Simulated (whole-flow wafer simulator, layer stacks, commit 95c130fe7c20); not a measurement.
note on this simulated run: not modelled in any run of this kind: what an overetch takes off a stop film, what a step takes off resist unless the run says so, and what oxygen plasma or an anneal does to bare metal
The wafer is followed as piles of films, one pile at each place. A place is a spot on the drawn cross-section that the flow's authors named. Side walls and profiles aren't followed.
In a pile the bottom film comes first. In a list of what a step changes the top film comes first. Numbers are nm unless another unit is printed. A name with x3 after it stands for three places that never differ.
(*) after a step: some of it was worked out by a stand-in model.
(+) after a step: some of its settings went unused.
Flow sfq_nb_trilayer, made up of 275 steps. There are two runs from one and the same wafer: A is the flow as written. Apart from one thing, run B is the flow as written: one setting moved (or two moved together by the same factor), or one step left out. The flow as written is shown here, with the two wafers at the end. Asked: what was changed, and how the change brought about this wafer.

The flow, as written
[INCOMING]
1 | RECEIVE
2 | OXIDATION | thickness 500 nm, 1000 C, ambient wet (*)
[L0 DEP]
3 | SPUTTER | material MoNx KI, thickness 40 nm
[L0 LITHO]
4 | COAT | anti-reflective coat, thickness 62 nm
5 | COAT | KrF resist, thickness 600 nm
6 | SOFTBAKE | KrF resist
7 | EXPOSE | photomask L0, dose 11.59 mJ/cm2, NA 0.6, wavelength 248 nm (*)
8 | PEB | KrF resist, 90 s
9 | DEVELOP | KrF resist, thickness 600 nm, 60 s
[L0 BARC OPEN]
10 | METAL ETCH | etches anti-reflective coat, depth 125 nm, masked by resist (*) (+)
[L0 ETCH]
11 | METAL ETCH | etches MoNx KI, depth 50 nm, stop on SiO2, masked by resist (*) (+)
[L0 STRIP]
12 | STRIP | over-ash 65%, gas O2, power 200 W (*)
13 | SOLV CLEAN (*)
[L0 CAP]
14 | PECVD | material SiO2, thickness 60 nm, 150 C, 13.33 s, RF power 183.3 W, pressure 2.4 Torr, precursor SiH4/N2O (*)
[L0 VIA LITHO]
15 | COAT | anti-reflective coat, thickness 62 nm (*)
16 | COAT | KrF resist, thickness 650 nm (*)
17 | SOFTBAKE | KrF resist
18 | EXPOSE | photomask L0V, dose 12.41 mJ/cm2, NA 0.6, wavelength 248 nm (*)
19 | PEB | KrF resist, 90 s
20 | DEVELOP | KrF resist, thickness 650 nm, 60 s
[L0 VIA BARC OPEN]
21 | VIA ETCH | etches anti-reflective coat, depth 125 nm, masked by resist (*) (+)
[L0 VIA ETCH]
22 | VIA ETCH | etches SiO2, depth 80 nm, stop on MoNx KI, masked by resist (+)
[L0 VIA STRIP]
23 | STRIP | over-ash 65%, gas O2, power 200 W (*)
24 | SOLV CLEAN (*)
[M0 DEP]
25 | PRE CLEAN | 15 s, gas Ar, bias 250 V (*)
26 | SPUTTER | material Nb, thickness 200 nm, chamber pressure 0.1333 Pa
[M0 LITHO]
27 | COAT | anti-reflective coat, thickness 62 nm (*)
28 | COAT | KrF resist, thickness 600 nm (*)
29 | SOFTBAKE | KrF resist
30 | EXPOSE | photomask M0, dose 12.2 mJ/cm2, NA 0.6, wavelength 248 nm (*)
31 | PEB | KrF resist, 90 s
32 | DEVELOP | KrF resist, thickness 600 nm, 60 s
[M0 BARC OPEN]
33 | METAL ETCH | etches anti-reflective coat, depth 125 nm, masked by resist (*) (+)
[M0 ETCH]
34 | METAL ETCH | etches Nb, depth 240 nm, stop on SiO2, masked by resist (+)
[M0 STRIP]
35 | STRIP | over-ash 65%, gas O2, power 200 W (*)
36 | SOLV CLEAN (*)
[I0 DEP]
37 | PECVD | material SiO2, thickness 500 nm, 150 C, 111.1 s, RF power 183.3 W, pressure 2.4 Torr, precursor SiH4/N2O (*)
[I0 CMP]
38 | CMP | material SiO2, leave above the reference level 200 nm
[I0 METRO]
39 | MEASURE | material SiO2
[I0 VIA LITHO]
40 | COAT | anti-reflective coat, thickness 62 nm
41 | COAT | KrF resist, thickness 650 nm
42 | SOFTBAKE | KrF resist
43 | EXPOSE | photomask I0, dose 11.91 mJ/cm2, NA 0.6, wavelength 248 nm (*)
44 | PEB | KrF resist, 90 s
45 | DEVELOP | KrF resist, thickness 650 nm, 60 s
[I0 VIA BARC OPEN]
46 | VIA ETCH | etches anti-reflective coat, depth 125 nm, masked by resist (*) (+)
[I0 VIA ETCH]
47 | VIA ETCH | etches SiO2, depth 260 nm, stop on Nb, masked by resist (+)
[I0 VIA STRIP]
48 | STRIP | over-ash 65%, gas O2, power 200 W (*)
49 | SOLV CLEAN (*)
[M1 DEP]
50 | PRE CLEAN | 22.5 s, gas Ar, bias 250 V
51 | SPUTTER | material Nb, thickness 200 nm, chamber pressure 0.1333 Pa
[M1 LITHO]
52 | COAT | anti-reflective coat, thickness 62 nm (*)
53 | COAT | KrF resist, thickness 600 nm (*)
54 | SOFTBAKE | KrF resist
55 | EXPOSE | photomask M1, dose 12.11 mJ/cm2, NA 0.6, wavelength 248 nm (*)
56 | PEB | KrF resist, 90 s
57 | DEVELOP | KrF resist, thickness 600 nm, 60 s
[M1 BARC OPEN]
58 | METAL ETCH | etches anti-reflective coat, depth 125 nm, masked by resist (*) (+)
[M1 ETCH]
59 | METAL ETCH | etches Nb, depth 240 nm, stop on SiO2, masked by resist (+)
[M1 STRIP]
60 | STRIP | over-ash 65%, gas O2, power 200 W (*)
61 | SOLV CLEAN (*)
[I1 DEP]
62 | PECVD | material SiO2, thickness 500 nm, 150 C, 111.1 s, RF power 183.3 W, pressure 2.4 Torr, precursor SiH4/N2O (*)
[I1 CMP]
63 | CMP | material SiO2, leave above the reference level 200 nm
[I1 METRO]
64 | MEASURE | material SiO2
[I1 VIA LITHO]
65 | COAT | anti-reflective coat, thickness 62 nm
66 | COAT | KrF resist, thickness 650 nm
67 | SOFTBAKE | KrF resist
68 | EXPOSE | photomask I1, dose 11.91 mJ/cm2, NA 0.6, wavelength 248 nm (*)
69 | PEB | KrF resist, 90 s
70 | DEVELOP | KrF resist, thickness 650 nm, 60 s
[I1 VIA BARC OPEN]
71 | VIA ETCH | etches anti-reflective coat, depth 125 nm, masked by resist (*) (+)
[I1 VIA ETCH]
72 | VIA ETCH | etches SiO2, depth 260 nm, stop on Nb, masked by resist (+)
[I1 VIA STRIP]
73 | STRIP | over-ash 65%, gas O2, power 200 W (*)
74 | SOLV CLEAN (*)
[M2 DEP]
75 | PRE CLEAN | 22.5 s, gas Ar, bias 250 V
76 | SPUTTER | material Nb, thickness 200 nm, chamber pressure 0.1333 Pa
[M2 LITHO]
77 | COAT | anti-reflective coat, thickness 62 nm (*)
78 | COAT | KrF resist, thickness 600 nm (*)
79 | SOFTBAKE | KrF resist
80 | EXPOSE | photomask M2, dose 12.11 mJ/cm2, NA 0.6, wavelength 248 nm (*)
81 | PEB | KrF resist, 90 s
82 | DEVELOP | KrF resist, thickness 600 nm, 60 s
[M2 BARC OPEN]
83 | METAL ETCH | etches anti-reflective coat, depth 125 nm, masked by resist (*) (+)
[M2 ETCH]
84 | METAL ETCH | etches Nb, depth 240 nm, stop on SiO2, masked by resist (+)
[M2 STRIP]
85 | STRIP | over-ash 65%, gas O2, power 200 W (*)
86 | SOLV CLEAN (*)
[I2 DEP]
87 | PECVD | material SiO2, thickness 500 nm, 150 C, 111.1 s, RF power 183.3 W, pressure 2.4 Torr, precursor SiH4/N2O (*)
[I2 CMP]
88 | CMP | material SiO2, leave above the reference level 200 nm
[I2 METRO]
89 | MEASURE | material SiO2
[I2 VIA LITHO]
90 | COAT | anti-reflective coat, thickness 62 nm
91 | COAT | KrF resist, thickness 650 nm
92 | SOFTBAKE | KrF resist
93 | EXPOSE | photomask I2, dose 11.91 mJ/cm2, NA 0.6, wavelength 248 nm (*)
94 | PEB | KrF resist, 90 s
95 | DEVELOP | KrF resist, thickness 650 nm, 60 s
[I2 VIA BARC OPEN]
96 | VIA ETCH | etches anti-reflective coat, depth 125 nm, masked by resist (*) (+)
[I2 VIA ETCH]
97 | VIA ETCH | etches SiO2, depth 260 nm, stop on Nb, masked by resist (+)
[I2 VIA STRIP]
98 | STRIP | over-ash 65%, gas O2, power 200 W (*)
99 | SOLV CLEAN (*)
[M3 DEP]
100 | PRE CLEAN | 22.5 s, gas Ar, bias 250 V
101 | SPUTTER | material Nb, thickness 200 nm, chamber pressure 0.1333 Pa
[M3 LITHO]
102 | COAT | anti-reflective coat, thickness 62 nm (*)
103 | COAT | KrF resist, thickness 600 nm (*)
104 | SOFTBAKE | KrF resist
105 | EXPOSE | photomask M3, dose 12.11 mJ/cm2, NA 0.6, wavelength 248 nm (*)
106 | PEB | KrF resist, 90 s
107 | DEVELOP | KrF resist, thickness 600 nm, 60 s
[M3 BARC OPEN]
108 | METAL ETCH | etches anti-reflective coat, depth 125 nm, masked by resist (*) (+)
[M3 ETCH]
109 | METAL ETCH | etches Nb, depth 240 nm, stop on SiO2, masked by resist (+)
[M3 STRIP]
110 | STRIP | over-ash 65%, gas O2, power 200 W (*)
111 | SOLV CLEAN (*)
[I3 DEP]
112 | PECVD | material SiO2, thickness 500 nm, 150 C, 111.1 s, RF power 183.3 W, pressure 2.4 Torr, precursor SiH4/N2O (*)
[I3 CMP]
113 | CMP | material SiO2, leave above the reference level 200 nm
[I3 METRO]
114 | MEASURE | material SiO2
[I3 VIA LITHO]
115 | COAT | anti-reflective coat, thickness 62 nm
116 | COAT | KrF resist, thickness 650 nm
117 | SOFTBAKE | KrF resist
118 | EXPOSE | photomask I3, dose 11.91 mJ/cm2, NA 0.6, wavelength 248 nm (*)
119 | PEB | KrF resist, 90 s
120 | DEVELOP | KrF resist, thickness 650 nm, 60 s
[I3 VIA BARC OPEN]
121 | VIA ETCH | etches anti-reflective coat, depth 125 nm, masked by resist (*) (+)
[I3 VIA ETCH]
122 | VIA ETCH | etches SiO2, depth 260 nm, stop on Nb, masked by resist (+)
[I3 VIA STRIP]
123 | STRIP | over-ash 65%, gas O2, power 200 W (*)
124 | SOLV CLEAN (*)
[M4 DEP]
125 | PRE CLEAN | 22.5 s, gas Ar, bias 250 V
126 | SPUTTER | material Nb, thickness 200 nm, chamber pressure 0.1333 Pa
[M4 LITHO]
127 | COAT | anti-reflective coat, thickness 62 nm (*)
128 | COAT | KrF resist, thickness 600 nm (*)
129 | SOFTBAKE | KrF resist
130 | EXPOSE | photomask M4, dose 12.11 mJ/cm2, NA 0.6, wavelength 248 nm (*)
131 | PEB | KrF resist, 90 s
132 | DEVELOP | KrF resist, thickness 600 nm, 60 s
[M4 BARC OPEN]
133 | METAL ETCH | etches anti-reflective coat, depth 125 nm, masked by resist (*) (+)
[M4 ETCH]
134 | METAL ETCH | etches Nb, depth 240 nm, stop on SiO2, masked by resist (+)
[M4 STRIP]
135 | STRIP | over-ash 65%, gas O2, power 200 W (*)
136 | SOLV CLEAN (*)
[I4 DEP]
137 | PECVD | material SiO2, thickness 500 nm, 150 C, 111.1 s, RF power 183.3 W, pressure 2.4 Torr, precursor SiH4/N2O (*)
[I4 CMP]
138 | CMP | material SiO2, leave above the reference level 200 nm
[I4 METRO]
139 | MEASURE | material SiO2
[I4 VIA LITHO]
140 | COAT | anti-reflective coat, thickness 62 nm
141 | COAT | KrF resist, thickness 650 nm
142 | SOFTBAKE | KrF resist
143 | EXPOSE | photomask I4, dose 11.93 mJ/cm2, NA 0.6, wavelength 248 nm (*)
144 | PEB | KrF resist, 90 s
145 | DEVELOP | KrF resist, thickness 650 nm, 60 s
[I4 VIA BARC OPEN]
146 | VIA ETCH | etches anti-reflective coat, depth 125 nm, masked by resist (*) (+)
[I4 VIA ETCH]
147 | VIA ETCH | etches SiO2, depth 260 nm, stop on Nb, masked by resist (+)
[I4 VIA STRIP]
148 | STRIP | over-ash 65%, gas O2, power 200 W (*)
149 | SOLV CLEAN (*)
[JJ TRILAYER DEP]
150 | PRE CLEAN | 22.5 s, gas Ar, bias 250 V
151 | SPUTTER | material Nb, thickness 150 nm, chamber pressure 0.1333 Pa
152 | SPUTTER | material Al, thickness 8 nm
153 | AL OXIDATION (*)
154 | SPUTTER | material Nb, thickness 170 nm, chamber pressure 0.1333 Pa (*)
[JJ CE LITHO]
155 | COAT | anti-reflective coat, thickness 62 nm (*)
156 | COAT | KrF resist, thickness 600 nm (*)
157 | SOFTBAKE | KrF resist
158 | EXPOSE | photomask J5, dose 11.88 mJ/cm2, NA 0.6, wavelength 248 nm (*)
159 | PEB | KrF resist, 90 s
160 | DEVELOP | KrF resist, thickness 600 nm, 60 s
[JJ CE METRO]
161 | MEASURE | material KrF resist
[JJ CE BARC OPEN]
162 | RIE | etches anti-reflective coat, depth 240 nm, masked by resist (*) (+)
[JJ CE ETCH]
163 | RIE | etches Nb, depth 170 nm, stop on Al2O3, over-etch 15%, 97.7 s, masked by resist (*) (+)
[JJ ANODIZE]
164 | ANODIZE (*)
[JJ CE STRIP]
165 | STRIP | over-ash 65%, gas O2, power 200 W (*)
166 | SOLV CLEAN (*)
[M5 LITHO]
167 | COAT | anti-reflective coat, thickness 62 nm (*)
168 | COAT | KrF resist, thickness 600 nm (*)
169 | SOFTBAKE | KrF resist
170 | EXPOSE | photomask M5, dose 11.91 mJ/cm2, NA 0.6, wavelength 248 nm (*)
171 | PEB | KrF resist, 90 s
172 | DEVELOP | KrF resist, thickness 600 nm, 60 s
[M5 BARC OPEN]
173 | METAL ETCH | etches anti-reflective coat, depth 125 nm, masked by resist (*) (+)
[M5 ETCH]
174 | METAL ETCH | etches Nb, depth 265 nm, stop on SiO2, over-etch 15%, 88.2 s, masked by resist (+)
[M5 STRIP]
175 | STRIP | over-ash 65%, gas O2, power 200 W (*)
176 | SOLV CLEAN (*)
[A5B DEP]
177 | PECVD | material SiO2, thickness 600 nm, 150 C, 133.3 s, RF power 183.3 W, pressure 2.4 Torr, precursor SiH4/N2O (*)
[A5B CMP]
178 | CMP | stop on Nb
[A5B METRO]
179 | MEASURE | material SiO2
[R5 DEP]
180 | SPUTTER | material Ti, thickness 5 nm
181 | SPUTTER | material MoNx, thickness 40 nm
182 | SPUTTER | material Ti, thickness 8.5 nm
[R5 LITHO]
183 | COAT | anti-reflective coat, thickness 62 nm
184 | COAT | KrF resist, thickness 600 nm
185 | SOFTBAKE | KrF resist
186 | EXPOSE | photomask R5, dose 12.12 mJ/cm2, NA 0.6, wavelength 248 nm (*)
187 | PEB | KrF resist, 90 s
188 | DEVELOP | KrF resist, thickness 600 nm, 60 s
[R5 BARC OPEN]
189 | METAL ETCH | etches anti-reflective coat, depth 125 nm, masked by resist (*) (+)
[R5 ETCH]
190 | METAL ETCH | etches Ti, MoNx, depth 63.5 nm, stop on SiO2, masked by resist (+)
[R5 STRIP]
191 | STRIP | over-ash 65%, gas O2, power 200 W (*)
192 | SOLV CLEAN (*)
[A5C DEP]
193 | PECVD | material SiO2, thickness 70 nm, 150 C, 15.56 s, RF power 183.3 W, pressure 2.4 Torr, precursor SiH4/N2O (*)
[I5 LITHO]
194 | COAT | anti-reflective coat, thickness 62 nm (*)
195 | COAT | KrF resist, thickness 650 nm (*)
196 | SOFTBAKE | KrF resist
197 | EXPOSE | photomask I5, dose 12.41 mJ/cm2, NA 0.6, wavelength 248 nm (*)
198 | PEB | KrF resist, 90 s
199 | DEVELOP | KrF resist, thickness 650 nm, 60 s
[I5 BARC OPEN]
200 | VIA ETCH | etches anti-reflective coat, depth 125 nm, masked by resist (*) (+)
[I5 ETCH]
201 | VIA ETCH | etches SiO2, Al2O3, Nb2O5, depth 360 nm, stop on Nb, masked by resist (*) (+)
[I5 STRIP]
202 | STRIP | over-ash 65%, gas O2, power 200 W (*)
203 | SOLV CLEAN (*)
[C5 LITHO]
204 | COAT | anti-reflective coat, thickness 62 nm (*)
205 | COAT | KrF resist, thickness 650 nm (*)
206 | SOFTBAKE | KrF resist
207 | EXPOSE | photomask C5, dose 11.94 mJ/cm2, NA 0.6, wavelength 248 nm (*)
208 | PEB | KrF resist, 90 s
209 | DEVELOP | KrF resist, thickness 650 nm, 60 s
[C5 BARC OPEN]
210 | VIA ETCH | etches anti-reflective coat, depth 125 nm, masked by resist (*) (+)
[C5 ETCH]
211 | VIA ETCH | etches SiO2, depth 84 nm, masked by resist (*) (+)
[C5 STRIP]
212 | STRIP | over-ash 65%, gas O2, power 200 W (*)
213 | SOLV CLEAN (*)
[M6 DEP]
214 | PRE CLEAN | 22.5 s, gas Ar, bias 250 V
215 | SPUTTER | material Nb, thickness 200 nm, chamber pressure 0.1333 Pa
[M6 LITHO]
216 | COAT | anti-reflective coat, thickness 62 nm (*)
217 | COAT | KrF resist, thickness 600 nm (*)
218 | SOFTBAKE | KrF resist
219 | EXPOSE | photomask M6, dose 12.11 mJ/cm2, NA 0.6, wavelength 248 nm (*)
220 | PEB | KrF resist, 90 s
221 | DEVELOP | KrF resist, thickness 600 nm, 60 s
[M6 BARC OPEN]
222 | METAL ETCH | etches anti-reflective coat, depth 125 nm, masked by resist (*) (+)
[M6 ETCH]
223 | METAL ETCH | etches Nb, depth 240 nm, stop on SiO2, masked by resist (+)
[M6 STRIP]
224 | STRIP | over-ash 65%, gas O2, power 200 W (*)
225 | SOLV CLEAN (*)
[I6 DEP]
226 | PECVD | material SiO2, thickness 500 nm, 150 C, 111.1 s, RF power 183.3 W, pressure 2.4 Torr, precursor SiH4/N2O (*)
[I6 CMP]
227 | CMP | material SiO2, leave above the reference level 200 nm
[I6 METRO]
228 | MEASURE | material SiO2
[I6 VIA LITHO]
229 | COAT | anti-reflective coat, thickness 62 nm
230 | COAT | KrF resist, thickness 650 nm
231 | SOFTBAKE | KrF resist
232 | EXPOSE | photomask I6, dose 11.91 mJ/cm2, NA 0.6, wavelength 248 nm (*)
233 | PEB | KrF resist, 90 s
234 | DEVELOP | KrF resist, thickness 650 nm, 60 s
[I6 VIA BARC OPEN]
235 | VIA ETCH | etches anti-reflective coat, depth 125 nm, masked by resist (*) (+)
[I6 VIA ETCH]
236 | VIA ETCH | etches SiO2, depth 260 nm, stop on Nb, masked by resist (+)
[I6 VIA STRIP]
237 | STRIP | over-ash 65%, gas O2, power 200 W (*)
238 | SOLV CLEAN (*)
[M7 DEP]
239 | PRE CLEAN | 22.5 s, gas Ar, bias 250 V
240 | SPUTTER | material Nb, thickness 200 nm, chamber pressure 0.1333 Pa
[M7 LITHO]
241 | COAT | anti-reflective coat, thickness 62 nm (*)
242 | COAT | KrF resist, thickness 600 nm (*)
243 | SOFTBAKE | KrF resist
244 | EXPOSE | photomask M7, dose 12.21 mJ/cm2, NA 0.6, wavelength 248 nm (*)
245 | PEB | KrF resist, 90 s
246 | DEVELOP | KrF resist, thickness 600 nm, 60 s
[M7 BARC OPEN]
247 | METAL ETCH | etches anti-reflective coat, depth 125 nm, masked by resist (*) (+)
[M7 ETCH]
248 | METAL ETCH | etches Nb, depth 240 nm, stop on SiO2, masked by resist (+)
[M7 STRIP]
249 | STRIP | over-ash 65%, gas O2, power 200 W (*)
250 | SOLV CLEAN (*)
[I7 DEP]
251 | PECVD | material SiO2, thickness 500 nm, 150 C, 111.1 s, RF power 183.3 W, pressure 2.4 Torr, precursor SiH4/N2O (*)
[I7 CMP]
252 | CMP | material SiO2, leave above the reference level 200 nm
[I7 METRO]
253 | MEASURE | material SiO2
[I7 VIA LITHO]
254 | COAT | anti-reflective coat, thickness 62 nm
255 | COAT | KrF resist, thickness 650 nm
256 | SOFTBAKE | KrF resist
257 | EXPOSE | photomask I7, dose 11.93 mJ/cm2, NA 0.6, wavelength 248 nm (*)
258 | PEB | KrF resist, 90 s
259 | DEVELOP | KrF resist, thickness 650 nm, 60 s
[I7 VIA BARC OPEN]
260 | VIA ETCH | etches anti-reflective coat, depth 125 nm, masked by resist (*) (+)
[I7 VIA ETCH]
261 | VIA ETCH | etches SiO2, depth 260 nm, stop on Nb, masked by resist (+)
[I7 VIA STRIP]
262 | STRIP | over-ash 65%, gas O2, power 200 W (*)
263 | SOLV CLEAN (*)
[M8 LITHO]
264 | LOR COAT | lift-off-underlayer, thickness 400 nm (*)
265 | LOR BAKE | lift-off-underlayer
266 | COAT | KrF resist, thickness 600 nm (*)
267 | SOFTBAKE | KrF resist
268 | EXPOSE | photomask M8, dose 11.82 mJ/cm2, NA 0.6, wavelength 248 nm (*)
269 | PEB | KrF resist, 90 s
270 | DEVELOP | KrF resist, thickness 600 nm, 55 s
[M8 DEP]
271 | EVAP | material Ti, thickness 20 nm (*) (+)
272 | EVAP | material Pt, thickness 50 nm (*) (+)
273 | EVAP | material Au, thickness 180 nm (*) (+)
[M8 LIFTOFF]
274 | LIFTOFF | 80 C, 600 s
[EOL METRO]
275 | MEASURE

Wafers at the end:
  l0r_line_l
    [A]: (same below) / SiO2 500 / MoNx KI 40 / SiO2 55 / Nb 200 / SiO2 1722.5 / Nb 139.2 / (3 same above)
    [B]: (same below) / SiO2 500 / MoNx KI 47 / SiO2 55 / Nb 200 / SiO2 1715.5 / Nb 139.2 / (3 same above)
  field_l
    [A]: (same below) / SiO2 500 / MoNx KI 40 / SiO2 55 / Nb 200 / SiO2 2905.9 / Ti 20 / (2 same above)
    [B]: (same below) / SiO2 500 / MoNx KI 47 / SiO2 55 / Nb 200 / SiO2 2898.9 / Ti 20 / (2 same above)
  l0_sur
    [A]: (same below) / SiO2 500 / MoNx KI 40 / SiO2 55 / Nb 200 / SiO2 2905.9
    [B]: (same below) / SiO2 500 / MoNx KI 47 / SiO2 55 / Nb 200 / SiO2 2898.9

What caused this: step 3, SPUTTER: thickness 47 nm was run, whereas the flow has thickness 40 nm.
The wafer itself shows it: l0r_line_l has MoNx KI 47, and step 3 as written asks for 40 nm.

Step by step, how the change led to this:
  3 | SPUTTER | material MoNx KI, thickness 40 nm
      field_l, v_sur, via_wl and 103 more: A MoNx KI gains 40 (new film) | B MoNx KI gains 47 (new film)
  11 | METAL ETCH | etches MoNx KI, depth 50 nm, stop on SiO2, masked by resist (*) (+)
      v_sur, via_wl, via_w and 97 more: A MoNx KI loses 40 (all of it) | B MoNx KI loses 47 (all of it)
  15 | COAT | anti-reflective coat, thickness 62 nm (*)
      v_sur: A anti-reflective coat gains 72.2 (new film) | B anti-reflective coat gains 73.8 (new film)
      l0_sur: A anti-reflective coat gains 54.2 (new film) | B anti-reflective coat gains 53.1 (new film)
      (also at 1 further place)
  23 | STRIP | over-ash 65%, gas O2, power 200 W (*)
      v_sur: A KrF resist loses 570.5 (all of it), anti-reflective coat loses 72.2 (all of it) | B KrF resist loses 572.4 (all of it), anti-reflective coat loses 73.8 (all of it)
      l0_sur: A KrF resist loses 552.8 (all of it), anti-reflective coat loses 54.2 (all of it) | B KrF resist loses 551.4 (all of it), anti-reflective coat loses 53.1 (all of it)
      (also at 1 further place)
  27 | COAT | anti-reflective coat, thickness 62 nm (*)
      v_sur: A anti-reflective coat gains 72.3 (new film) | B anti-reflective coat gains 74.4 (new film)
      l0r_space_c: A anti-reflective coat gains 78 (new film) | B anti-reflective coat gains 80.8 (new film)
  35 | STRIP | over-ash 65%, gas O2, power 200 W (*)
      v_sur: A KrF resist loses 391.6 (all of it), anti-reflective coat loses 72.3 (all of it) | B KrF resist loses 393.2 (all of it), anti-reflective coat loses 74.4 (all of it)
      l0r_space_c: A KrF resist loses 397.6 (all of it), anti-reflective coat loses 78 (all of it) | B KrF resist loses 400.3 (all of it), anti-reflective coat loses 80.8 (all of it)
  38 | CMP | material SiO2, leave above the reference level 200 nm
      field_l, l0_sur, l0r_line_l, l0r_line_c, l0r_line_r: A SiO2 loses 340 | B SiO2 loses 347
      l0v: A SiO2 loses 277.8 | B SiO2 loses 284.8
